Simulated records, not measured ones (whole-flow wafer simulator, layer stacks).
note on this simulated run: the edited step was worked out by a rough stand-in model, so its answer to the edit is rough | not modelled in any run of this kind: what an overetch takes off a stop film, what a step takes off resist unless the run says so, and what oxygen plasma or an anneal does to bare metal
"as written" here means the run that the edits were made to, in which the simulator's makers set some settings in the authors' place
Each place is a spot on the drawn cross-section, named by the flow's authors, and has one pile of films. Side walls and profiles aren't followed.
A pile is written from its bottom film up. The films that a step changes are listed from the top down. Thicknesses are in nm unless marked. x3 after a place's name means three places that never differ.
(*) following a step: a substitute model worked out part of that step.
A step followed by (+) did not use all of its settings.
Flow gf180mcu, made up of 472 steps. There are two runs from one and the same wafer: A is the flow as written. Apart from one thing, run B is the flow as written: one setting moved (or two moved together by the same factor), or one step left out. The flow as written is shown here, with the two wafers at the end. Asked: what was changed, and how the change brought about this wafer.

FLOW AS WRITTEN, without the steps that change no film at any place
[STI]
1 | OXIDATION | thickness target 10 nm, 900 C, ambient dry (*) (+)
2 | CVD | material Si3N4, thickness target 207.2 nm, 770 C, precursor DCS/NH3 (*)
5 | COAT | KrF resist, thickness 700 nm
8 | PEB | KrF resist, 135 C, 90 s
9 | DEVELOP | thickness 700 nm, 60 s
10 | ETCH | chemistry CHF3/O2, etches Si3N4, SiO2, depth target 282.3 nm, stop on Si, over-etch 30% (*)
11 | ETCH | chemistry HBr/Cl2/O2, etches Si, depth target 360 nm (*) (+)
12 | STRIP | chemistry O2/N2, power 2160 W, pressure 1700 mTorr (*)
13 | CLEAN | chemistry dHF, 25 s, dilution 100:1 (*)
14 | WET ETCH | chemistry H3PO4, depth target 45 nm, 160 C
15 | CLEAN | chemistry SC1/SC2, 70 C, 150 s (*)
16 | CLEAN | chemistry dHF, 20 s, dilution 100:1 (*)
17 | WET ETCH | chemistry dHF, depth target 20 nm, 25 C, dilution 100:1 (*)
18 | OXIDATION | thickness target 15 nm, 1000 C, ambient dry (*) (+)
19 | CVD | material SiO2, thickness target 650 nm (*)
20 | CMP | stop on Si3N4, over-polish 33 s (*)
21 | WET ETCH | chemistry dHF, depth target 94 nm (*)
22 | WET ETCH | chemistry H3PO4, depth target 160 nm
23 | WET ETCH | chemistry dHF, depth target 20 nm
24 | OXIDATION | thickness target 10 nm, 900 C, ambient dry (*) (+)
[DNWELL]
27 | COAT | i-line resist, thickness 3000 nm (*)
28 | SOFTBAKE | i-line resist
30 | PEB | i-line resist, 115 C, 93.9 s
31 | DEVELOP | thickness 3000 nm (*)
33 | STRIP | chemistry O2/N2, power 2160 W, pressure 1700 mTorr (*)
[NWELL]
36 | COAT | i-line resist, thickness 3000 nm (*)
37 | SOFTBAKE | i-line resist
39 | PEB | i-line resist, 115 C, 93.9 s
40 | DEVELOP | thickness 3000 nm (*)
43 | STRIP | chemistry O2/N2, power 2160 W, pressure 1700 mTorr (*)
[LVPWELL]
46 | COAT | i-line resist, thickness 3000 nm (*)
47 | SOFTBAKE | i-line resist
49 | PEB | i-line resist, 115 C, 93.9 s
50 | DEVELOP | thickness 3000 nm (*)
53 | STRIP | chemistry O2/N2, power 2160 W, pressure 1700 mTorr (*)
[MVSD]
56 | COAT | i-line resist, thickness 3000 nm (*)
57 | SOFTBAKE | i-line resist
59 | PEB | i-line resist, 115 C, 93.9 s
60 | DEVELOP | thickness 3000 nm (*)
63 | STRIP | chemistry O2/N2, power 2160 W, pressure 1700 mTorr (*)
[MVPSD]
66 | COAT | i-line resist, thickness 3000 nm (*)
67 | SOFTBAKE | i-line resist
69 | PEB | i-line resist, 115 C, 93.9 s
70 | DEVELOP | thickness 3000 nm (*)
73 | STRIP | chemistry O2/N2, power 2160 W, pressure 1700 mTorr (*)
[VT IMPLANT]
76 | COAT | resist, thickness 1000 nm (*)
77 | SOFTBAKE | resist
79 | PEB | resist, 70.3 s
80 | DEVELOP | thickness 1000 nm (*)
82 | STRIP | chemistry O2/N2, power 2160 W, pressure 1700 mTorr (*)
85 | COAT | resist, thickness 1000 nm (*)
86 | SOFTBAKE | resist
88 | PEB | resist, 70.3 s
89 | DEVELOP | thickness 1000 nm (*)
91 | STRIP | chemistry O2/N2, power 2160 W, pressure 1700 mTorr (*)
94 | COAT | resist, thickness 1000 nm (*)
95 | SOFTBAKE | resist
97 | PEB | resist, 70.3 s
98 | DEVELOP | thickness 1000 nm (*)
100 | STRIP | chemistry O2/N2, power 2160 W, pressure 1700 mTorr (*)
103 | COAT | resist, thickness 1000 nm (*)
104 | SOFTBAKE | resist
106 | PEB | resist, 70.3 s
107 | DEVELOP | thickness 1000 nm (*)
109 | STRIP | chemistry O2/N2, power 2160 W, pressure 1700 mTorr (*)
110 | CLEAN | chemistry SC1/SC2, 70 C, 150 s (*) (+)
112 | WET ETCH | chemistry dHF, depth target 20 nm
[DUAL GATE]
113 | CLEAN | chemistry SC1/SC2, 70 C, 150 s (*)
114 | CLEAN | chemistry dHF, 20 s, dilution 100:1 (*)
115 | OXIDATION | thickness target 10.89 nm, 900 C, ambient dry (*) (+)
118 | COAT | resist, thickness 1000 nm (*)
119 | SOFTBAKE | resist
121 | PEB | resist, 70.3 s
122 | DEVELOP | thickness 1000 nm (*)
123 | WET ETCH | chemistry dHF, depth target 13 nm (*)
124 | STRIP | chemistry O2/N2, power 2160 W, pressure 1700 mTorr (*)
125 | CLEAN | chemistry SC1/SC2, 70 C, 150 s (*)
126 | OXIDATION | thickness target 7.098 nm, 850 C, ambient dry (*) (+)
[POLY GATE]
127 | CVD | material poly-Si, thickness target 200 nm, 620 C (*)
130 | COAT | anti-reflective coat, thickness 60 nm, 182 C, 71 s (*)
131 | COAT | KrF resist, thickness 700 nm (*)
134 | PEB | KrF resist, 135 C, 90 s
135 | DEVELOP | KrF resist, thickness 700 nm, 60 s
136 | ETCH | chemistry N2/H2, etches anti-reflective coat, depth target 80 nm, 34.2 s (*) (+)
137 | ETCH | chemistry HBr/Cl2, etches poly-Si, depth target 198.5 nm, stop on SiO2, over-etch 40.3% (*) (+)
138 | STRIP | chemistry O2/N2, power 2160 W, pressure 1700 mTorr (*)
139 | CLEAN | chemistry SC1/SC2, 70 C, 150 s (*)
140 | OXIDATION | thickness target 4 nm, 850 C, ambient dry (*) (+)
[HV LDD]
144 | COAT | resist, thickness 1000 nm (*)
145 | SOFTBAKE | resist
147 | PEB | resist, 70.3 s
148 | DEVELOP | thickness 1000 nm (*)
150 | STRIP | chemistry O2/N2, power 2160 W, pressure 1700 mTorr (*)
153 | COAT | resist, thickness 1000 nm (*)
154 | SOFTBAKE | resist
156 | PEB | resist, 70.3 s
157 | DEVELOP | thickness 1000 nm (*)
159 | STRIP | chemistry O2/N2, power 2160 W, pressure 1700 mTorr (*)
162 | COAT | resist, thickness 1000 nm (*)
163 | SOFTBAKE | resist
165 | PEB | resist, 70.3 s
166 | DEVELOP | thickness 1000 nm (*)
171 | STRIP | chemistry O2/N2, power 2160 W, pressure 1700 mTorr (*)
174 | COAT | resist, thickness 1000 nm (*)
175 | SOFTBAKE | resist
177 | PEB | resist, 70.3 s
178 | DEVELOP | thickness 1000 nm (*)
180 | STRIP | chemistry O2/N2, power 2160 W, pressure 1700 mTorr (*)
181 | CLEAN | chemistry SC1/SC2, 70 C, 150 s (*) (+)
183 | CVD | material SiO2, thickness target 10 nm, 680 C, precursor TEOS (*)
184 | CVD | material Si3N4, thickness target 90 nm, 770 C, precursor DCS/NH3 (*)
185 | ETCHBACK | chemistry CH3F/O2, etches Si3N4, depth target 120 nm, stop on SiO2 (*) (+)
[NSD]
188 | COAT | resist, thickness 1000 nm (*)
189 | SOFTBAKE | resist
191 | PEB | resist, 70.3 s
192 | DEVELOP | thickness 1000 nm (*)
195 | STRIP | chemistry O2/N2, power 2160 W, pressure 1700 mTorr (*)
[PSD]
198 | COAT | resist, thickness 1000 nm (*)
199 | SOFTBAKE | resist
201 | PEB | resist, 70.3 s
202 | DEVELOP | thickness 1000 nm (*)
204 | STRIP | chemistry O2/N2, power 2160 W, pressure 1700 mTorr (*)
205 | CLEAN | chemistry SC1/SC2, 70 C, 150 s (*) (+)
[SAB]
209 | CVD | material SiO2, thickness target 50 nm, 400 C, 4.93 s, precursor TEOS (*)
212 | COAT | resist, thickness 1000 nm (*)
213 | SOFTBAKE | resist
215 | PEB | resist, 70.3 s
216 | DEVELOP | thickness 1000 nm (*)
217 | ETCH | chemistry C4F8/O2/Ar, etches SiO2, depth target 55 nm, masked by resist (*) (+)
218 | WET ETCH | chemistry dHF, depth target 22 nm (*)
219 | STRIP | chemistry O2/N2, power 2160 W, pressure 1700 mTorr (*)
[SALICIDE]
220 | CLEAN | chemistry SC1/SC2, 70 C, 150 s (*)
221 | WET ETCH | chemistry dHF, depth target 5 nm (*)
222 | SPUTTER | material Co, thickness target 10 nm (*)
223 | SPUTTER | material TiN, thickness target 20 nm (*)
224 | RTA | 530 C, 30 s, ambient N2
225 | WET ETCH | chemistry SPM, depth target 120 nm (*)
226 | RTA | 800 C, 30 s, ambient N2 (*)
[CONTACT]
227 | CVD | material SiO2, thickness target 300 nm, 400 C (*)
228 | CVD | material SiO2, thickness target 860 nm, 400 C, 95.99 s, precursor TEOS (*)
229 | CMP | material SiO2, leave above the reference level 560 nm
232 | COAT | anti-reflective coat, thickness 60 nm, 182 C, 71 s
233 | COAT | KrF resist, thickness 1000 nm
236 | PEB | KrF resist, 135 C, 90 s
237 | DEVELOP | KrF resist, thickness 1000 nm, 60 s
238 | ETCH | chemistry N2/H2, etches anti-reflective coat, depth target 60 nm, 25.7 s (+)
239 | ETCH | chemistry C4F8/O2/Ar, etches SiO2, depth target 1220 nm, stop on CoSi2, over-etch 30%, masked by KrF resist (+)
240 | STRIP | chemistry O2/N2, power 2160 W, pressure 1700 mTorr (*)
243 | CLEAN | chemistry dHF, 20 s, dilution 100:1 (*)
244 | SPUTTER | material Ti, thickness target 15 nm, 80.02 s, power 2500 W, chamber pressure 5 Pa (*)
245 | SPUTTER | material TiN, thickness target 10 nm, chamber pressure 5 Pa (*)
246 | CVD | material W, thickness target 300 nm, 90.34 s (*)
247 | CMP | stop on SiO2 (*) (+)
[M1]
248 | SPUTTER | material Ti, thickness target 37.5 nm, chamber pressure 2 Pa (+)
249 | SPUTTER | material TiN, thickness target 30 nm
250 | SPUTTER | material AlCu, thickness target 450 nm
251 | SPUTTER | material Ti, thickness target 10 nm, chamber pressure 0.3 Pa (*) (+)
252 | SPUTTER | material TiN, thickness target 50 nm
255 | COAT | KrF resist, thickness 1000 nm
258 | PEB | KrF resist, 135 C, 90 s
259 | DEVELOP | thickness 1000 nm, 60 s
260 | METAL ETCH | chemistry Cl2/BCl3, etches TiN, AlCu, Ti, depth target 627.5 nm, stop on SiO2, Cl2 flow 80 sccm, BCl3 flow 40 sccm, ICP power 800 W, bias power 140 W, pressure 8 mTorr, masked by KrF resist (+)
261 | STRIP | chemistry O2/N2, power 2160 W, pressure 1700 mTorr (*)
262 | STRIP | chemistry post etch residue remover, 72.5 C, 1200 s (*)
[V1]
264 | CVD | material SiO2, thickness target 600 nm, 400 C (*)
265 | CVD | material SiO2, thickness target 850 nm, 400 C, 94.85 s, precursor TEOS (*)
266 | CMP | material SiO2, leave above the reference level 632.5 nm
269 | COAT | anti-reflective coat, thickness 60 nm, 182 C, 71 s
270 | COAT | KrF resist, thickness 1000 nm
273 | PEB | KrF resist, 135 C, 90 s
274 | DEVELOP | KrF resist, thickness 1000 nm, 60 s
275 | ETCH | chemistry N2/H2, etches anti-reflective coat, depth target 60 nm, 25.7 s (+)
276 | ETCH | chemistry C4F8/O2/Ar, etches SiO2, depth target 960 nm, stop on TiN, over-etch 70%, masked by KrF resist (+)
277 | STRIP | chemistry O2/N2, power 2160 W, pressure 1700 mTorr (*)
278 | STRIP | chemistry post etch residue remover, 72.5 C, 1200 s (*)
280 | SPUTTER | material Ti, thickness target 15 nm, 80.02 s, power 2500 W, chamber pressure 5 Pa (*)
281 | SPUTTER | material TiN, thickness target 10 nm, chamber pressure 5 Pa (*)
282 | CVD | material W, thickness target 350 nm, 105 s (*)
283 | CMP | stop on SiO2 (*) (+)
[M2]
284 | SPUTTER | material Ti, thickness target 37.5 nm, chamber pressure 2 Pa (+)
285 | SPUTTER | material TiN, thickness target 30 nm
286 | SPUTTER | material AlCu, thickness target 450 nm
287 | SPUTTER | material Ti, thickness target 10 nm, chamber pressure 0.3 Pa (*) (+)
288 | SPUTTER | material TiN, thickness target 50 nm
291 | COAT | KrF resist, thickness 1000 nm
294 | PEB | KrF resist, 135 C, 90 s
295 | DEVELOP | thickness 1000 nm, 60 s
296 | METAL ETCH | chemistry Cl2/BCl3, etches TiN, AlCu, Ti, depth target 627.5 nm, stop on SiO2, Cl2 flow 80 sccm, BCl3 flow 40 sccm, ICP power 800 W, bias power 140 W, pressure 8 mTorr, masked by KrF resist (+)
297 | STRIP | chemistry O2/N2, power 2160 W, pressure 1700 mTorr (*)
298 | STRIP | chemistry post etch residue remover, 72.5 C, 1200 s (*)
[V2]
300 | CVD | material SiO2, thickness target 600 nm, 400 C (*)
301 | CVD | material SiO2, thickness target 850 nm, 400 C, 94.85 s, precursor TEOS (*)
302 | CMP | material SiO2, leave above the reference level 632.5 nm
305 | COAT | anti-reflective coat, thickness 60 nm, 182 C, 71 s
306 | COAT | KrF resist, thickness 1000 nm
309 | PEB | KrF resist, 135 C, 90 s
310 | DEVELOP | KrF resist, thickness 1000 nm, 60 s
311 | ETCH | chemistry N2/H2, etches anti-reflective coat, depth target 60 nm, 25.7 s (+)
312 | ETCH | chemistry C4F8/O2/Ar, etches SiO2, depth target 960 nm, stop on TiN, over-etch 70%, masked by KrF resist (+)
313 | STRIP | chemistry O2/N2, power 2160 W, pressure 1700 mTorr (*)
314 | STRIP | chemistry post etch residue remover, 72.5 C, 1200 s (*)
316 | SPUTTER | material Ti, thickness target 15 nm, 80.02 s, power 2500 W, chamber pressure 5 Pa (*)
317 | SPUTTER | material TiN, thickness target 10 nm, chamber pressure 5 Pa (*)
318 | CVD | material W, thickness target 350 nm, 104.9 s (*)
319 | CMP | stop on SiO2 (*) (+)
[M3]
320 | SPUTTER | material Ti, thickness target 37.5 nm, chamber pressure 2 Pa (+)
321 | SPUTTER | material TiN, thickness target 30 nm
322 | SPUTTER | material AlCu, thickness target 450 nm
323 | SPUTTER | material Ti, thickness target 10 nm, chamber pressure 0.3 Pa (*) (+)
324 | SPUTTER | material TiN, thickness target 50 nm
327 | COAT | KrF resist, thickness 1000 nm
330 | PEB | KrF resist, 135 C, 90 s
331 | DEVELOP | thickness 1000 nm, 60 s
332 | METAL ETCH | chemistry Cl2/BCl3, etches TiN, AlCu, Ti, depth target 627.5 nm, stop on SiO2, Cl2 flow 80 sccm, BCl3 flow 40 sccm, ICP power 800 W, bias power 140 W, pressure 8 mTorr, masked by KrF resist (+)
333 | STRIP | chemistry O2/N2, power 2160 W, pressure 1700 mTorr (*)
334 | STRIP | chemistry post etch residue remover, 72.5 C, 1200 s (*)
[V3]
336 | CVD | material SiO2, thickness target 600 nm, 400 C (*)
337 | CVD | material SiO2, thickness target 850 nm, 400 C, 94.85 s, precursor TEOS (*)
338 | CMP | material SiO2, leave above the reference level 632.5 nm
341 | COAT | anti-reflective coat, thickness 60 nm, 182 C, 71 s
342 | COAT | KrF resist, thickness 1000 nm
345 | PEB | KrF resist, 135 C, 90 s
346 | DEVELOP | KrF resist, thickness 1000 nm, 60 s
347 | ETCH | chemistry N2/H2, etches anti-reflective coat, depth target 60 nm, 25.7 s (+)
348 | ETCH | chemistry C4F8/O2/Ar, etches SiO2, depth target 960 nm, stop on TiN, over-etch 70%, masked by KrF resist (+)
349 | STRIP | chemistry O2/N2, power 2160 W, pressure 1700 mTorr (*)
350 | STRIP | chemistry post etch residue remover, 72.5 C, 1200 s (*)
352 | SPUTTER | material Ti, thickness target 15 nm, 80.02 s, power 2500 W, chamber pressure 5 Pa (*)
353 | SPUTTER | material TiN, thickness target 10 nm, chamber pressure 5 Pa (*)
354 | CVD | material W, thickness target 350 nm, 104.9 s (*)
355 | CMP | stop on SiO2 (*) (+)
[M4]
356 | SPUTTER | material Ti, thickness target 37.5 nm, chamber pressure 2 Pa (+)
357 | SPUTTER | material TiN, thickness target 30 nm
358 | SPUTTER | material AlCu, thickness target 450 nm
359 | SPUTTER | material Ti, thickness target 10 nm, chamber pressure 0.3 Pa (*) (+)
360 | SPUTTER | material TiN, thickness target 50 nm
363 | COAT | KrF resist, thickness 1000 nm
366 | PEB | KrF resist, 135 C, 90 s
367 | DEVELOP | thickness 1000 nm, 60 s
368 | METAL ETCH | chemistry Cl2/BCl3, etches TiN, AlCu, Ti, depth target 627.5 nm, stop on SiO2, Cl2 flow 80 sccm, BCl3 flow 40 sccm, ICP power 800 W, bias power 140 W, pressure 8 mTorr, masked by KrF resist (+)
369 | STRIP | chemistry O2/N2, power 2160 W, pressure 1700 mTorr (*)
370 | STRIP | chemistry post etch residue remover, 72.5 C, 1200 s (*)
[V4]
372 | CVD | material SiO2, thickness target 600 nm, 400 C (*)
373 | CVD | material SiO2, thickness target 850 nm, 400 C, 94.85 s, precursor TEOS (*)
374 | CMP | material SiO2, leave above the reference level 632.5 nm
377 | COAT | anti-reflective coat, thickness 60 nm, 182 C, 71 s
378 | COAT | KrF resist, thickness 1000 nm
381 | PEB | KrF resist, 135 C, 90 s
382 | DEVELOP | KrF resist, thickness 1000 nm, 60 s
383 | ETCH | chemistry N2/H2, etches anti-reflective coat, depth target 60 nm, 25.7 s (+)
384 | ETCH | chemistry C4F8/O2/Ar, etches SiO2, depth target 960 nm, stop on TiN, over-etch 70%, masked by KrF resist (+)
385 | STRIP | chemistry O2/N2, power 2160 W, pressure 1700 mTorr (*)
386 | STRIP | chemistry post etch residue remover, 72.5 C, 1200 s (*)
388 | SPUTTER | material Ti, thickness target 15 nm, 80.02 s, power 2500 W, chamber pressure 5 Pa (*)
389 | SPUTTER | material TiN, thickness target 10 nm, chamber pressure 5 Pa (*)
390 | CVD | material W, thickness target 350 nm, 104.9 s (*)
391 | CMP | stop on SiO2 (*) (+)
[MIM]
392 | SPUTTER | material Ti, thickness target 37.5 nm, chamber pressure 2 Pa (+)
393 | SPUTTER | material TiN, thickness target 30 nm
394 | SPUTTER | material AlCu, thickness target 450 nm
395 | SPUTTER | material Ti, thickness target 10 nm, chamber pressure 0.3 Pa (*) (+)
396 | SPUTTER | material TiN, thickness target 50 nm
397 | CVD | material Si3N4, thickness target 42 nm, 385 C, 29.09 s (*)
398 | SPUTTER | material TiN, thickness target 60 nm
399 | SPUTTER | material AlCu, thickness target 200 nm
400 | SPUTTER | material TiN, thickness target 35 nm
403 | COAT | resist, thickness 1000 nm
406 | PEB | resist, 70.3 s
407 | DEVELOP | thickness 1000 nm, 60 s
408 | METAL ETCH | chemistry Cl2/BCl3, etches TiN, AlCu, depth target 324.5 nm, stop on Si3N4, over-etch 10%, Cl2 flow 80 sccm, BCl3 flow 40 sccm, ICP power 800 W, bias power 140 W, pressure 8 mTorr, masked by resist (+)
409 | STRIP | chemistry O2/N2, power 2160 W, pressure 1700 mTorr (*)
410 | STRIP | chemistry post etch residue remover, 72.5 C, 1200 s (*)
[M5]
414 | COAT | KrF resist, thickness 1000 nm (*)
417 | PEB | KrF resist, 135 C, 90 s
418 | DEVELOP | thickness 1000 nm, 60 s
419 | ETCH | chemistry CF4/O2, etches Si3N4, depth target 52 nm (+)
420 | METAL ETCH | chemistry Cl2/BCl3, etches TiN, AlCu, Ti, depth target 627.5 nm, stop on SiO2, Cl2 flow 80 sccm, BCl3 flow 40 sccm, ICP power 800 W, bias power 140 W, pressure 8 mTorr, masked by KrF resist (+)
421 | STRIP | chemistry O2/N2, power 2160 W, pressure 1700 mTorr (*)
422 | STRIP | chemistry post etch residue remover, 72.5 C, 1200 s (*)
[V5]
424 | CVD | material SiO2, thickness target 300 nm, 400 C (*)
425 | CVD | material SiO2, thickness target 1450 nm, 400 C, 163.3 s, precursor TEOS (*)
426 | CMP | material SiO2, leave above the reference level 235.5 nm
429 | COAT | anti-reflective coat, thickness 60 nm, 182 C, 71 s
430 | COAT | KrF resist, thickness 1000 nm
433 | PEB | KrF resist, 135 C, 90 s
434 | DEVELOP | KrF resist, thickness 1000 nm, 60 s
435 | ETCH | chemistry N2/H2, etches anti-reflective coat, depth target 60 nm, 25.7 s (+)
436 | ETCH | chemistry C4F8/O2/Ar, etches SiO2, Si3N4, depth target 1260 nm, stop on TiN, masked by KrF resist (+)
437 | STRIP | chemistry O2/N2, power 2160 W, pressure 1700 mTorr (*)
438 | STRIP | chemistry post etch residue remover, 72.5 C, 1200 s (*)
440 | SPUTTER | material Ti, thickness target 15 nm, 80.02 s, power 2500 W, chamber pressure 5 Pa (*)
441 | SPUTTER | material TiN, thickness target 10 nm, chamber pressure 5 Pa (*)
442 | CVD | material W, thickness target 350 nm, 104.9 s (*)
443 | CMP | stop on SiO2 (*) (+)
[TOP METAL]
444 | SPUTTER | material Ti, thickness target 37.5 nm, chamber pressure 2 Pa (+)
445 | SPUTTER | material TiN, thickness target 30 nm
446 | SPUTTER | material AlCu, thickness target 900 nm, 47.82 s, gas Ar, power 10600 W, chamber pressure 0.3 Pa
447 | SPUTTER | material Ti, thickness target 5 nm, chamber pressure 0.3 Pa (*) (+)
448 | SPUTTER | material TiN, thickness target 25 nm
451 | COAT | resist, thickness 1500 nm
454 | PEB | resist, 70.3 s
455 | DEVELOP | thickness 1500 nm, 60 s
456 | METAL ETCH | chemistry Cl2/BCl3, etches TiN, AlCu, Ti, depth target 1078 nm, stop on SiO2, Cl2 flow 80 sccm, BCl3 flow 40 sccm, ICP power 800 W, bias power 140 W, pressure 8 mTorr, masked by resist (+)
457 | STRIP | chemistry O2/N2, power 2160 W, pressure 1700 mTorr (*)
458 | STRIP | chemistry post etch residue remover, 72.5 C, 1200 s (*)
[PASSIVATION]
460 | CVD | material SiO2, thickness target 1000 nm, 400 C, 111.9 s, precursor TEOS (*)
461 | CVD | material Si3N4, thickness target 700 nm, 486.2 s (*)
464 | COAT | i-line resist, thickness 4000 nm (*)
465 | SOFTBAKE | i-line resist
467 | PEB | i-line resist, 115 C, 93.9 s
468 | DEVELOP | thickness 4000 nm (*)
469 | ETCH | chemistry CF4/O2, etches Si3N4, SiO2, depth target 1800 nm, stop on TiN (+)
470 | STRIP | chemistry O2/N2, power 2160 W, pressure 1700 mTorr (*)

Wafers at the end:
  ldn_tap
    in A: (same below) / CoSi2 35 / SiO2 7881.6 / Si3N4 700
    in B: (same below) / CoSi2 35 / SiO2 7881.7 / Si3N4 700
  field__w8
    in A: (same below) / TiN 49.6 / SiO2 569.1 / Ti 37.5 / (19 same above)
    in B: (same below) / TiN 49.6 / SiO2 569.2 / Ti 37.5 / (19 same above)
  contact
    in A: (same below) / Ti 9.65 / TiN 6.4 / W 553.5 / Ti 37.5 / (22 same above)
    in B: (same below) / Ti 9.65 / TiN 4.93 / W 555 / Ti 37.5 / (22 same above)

Cause: step 353, SPUTTER: thickness target 7.7 nm was run, while the flow as written has thickness target 10 nm.

The path from the change to this, step by step:
  353 | SPUTTER | material TiN, thickness target 10 nm, chamber pressure 5 Pa (*)
      field, field__w1, field__w2 and 107 more: A TiN gains 10 (new film) | B TiN gains 7.7 (new film)
      contact: A TiN gains 6.4 (new film) | B TiN gains 4.93 (new film)
  355 | CMP | stop on SiO2 (*) (+)
      field, field__w1, field__w2 and 107 more: A W loses 350 (all of it), TiN loses 10 (all of it), Ti loses 15 (all of it), SiO2 loses 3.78 | B W loses 350 (all of it), TiN loses 7.7 (all of it), Ti loses 15 (all of it), SiO2 loses 3.76
